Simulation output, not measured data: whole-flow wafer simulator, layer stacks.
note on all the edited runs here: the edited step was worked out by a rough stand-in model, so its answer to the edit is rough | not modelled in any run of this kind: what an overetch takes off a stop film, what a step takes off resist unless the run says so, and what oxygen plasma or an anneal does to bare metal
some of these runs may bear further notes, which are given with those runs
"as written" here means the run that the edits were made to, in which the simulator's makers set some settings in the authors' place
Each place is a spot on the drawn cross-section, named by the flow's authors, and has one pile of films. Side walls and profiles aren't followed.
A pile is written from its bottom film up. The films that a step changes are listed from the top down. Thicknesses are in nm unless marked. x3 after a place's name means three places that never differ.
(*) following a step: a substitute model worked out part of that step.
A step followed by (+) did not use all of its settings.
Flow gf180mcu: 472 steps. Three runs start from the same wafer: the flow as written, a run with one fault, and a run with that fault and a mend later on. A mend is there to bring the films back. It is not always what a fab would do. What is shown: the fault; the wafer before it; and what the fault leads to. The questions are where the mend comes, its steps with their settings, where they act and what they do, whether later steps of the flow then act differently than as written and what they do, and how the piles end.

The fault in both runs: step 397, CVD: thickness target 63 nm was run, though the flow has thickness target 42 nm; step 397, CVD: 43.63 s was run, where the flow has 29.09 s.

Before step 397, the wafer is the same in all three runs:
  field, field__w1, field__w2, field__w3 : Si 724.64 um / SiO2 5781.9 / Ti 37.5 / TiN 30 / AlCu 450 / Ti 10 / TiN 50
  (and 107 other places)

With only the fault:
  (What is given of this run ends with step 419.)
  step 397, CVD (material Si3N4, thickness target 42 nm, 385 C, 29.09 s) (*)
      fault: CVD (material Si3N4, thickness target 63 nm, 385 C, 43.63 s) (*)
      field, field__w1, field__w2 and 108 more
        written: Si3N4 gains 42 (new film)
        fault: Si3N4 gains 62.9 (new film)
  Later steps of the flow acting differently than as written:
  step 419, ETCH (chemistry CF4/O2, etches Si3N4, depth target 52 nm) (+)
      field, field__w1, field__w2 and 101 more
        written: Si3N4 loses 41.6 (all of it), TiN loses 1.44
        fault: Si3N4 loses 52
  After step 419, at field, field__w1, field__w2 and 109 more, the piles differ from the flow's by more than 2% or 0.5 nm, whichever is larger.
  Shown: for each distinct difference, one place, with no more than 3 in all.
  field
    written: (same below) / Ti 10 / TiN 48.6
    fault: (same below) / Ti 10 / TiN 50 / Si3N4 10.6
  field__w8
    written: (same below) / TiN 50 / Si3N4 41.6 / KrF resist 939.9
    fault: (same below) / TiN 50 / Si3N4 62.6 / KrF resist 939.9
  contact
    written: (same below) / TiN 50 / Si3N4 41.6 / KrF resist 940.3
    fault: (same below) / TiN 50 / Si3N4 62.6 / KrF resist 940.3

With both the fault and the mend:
  The mend follows step 397.
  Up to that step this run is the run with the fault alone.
  step 397a, WET ETCH (chemistry H3PO4, depth target 21 nm, 160 C) (a further turn of the flow's step 14, with different settings)
      field, field__w1, field__w2 and 108 more
        Si3N4 loses 21
  None of the later steps of the flow differs from how it acts as written, at any place that is followed, by more than 2% or 0.5 nm, whichever is larger.
  The piles end only slightly different from the flow's at the places that both follow, by no more than 2% or 0.5 nm, whichever is larger.
